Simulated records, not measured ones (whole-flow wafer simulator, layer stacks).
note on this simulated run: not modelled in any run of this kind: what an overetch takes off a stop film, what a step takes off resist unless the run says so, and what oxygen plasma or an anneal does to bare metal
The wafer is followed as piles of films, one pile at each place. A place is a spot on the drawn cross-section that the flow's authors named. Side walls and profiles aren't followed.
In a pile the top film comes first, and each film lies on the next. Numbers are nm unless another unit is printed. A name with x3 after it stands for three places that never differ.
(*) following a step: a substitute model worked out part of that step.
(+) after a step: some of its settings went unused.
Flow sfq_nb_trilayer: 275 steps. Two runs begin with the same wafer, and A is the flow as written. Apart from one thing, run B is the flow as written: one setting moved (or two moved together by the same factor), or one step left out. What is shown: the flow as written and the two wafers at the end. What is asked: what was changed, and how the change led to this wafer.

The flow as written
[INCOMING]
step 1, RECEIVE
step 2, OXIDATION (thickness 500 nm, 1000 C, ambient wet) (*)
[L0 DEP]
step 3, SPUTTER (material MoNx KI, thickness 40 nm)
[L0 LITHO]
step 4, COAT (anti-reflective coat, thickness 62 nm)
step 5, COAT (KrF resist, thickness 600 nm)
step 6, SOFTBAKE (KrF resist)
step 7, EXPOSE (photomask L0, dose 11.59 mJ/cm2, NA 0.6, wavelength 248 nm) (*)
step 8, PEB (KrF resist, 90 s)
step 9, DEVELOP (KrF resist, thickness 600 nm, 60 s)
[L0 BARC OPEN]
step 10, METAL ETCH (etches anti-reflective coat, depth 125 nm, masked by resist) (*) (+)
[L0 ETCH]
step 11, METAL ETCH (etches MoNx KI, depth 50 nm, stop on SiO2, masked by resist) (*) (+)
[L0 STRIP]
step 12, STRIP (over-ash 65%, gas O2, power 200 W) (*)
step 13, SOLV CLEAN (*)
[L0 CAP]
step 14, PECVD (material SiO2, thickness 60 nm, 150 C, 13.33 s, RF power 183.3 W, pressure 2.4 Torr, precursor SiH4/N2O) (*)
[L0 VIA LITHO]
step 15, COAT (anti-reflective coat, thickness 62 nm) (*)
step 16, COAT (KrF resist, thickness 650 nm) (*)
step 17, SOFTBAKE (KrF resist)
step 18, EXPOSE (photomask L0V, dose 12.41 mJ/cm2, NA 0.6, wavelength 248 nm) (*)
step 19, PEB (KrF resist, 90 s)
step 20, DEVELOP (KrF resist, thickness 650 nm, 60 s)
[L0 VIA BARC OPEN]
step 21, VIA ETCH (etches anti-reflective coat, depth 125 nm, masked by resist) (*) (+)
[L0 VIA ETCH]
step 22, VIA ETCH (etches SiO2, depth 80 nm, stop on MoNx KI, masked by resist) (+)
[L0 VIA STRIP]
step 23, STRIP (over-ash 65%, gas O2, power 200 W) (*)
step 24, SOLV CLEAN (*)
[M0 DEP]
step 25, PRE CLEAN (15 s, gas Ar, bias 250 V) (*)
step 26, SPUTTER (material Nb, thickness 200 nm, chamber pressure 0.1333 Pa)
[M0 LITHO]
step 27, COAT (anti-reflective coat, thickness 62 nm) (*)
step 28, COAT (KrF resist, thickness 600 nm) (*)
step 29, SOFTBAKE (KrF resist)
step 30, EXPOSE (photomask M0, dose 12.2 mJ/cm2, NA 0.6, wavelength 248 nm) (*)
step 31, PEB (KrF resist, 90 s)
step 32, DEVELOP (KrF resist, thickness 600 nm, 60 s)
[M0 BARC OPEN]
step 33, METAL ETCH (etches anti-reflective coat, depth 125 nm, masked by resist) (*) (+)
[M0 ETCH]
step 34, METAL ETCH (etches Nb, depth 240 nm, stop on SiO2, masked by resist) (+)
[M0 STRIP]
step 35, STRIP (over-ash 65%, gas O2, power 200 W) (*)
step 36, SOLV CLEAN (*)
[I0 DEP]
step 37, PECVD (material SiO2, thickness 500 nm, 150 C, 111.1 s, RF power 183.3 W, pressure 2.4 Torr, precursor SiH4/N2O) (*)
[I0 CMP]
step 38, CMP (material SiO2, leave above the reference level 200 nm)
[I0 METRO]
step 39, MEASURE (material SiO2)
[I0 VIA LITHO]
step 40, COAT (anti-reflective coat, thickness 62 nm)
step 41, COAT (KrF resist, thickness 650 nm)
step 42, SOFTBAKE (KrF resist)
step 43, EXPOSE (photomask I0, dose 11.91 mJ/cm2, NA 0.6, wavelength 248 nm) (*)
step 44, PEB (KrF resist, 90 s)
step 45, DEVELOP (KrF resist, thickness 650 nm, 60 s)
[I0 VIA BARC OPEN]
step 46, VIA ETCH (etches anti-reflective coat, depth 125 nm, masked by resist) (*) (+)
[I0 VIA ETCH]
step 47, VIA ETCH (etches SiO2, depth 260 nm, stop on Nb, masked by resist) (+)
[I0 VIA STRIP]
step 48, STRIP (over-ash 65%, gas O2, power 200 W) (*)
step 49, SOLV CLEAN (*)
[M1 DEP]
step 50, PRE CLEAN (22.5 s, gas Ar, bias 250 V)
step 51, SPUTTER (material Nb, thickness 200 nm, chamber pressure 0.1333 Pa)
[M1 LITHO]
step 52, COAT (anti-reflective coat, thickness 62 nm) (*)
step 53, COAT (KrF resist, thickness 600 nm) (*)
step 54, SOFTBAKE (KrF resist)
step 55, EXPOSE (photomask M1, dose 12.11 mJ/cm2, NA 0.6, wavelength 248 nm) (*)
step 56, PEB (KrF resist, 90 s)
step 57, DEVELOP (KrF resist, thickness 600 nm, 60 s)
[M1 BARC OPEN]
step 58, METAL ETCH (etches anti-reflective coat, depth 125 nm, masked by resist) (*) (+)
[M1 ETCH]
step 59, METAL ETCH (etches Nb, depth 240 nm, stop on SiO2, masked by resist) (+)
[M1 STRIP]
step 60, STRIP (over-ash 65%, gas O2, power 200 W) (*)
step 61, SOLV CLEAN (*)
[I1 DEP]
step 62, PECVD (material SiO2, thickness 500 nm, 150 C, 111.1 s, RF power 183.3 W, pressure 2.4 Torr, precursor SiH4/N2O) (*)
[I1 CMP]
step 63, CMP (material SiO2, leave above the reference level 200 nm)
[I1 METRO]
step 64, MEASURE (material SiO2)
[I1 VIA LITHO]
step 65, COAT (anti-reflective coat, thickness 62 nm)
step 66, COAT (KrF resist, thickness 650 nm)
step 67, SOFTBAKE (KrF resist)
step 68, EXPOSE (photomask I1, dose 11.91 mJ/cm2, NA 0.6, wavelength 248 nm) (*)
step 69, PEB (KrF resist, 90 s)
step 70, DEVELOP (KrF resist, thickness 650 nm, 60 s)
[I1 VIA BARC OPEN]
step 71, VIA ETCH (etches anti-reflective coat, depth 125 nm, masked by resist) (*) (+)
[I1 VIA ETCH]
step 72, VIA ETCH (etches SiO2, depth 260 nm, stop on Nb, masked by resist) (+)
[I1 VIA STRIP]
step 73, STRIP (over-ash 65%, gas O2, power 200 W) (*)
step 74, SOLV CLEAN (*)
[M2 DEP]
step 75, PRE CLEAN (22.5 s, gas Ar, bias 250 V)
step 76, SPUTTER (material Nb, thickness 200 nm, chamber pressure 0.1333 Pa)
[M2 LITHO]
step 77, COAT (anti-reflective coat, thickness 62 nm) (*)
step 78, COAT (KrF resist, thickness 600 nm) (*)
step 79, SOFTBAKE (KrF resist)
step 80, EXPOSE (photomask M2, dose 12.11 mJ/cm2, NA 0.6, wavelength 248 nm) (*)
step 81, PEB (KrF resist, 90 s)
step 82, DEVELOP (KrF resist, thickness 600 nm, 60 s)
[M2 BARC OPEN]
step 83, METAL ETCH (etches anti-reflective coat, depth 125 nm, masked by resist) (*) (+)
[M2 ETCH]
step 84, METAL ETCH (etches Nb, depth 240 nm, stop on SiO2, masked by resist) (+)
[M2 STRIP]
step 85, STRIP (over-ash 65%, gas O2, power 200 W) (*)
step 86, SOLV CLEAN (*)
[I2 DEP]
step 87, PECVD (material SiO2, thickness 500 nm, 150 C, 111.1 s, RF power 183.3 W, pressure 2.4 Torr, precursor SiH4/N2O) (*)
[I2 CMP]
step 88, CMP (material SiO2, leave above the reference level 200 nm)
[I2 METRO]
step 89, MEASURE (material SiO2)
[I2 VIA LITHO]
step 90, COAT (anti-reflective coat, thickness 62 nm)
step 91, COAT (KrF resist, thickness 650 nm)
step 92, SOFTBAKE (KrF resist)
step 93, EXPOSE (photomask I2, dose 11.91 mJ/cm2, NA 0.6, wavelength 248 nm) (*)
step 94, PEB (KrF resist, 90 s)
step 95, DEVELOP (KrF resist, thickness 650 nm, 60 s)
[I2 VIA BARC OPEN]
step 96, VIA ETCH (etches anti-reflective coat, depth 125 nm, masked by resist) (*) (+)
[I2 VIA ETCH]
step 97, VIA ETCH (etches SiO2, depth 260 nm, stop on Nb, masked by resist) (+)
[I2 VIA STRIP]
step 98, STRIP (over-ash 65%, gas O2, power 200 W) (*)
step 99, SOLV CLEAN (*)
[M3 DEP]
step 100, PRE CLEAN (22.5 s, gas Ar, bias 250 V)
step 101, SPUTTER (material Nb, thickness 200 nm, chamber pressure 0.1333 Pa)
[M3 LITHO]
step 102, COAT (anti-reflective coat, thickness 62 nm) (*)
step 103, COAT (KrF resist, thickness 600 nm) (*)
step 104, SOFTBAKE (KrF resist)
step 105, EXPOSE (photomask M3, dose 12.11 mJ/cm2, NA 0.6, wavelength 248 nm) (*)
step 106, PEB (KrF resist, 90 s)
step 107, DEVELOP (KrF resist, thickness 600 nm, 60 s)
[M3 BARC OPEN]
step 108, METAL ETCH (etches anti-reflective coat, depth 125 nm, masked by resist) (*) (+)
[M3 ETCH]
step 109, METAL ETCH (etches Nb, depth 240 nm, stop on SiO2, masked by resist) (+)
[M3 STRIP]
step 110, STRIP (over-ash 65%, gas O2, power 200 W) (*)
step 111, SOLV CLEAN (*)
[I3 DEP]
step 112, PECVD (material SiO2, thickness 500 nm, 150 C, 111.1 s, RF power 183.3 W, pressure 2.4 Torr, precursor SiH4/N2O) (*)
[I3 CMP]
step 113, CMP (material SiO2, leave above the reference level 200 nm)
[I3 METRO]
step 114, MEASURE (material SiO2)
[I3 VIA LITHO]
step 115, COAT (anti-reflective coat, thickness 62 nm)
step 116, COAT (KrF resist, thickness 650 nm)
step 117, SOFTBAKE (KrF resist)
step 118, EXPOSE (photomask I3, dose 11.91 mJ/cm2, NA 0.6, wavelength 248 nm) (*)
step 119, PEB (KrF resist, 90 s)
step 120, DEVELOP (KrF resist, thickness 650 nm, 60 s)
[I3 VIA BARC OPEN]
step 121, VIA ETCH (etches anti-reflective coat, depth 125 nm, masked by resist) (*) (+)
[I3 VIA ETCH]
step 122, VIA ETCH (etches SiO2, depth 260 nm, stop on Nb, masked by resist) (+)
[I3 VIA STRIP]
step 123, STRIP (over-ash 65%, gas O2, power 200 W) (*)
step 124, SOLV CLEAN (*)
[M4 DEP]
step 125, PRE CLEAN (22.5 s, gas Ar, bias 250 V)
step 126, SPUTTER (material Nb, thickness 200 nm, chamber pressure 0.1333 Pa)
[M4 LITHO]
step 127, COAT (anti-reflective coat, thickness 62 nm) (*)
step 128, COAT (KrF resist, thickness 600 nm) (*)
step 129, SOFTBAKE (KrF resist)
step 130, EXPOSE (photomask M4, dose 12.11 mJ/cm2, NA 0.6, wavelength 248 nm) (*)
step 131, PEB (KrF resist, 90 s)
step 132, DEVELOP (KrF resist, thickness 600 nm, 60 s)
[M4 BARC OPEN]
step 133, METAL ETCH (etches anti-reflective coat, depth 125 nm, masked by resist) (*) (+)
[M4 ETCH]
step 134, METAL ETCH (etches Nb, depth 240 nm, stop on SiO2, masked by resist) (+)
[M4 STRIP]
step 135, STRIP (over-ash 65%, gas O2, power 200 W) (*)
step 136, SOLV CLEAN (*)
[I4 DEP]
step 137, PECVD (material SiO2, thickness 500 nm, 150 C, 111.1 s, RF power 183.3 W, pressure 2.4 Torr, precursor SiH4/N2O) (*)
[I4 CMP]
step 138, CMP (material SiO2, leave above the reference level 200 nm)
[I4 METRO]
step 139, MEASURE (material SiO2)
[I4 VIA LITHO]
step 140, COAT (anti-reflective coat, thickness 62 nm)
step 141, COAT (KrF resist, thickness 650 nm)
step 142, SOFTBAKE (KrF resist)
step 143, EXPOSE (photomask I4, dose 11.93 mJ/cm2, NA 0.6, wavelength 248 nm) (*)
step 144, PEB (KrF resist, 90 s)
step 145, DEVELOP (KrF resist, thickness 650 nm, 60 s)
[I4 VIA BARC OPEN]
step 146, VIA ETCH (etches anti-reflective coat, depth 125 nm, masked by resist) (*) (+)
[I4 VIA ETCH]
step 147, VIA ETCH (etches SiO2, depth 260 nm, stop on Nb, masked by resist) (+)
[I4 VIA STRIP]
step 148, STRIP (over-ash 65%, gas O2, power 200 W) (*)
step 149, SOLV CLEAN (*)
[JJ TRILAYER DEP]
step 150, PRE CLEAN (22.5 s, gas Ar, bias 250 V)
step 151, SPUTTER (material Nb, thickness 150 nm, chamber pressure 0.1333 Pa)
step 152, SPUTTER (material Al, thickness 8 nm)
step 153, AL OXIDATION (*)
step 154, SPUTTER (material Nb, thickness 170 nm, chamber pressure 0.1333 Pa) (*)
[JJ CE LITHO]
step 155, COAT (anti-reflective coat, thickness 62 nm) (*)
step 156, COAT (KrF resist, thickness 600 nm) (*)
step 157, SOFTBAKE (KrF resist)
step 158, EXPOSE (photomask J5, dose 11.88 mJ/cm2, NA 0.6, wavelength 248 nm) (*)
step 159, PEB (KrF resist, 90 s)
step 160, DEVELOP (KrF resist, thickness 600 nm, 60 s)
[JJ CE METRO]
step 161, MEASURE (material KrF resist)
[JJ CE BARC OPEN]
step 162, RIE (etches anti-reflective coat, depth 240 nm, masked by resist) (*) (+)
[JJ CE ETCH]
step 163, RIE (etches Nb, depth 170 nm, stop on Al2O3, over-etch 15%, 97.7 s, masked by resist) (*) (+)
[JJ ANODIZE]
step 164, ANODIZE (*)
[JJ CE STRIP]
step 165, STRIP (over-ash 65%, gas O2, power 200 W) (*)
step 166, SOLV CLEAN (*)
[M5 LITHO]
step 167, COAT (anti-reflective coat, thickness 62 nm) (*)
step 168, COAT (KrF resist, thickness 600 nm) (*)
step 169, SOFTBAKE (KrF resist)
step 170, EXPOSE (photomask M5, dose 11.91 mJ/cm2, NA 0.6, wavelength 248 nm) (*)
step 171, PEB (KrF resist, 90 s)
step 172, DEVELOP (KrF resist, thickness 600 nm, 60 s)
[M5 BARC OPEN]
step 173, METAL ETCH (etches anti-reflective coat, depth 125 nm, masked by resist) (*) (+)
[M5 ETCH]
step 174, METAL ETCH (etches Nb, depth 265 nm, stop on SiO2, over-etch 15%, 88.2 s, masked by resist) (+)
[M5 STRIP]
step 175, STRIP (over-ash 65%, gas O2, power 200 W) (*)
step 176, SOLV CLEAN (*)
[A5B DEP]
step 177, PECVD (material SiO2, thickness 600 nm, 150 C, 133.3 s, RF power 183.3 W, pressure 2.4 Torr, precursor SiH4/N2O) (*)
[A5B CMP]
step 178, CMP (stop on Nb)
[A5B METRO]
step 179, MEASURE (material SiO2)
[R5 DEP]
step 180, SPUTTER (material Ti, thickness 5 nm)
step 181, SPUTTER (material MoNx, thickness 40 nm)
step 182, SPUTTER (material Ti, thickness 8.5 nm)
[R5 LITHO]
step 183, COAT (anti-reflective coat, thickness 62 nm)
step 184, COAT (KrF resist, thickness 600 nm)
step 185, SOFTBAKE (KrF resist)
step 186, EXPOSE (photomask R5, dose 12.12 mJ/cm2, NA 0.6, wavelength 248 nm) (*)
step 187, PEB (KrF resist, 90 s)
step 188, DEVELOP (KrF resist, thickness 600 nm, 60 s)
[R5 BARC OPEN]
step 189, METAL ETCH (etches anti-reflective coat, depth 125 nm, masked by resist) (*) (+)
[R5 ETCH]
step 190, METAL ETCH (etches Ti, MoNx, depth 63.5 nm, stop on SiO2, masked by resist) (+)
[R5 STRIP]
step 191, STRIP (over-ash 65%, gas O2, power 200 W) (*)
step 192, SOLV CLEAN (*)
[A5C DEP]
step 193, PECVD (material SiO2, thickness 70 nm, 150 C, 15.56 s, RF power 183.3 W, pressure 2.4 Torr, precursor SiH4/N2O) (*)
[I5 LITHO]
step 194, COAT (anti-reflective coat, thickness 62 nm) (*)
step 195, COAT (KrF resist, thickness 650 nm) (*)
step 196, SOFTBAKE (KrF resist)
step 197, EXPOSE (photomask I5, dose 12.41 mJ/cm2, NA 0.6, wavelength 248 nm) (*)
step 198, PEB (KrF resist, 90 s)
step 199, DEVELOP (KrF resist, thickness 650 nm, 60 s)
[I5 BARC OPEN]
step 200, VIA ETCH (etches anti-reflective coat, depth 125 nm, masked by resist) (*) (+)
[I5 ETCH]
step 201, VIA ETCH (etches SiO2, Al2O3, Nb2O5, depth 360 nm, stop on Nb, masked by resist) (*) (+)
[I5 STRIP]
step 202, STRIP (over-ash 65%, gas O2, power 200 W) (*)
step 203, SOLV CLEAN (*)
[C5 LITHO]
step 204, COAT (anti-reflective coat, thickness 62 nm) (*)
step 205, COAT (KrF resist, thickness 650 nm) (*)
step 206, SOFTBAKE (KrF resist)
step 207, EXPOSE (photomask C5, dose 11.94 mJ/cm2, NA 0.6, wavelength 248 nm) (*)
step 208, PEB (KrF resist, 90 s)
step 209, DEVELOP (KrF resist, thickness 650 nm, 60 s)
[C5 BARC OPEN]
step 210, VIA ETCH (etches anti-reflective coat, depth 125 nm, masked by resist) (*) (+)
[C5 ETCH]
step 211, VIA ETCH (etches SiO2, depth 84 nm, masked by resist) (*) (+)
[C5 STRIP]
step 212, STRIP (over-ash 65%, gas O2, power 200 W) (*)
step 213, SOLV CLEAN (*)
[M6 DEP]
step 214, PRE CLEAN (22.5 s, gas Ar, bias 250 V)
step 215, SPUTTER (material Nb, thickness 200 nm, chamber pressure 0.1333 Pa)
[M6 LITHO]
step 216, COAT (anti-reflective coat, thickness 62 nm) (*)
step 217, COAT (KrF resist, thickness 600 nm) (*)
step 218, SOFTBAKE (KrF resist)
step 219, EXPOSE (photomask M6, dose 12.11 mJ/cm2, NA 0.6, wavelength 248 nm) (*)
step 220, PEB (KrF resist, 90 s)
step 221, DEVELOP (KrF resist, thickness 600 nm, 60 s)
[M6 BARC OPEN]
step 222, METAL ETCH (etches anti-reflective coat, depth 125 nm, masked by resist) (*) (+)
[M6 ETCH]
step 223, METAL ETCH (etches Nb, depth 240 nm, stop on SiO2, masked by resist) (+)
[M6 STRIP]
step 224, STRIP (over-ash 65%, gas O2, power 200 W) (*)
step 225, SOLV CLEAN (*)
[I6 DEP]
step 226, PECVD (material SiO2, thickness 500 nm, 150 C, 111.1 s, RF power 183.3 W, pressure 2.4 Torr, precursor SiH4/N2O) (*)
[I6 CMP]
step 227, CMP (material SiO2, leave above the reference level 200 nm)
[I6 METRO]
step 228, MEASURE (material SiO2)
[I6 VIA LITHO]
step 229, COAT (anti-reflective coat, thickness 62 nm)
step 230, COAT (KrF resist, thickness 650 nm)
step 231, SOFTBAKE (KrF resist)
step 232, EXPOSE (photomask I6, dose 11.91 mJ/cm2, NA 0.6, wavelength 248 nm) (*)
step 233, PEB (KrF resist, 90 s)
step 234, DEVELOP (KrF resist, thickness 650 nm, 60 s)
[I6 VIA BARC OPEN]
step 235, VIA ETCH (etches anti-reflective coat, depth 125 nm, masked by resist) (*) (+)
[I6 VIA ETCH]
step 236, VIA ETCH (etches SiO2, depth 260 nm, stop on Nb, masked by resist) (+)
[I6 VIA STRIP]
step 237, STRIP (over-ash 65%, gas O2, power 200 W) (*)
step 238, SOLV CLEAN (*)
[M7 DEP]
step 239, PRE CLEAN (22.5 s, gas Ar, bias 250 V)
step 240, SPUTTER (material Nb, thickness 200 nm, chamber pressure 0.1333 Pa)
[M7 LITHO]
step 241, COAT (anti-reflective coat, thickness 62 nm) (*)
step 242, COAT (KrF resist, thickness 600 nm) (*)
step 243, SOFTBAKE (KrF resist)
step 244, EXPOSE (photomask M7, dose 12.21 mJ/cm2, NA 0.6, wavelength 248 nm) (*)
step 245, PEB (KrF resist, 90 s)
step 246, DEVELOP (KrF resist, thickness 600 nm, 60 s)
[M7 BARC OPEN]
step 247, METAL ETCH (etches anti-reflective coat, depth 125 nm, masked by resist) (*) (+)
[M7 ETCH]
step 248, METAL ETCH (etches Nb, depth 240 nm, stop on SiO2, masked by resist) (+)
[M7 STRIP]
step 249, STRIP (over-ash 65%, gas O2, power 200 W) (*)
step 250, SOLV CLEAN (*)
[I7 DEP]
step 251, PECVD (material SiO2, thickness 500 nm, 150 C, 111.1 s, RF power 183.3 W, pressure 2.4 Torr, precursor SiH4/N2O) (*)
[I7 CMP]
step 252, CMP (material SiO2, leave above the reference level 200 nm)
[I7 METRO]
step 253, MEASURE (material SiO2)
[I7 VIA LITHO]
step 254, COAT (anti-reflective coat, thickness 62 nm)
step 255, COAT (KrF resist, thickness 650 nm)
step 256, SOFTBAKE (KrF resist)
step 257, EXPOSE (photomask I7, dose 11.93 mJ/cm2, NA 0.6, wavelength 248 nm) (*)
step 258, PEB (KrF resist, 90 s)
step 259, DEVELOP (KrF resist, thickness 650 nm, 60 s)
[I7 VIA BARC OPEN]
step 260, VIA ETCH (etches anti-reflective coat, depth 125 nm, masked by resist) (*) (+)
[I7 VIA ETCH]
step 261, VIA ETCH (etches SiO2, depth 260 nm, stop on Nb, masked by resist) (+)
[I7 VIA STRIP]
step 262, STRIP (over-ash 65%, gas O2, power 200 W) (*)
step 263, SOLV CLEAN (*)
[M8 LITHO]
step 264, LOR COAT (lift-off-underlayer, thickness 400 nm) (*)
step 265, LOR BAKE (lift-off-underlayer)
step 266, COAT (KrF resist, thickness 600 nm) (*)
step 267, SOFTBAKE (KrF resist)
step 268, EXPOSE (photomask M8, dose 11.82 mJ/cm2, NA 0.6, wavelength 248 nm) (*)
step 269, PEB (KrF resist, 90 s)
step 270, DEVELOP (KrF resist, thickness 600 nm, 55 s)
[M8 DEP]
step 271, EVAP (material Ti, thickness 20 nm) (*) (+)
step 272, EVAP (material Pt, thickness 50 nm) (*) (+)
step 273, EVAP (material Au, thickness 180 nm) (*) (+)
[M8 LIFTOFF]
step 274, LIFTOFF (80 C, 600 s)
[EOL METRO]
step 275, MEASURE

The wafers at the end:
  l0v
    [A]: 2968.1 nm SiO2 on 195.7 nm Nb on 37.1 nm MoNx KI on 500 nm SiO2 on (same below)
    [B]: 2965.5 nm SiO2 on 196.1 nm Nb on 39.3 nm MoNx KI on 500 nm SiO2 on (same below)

What caused this: step 20, DEVELOP: 42 s was run, whereas the flow has 60 s; step 22, VIA ETCH: depth 56 nm was run, where the flow has depth 80 nm.

How this came from the change, step by step:
  step 20, DEVELOP (KrF resist, thickness 650 nm, 60 s)
      field_l, v_sur, via_wl and 102 more: A KrF resist loses 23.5 | B KrF resist loses 20.1
  step 22, VIA ETCH (etches SiO2, depth 80 nm, stop on MoNx KI, masked by resist) (+)
      l0v: A SiO2 loses 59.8 (all of it) | B SiO2 loses 56
      field_l, v_sur, via_wl and 102 more: A KrF resist loses 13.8 | B KrF resist loses 9.66
  step 25, PRE CLEAN (15 s, gas Ar, bias 250 V) (*)
      l0v: A MoNx KI loses 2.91 | B SiO2 loses 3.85 (all of it), MoNx KI loses 0.72
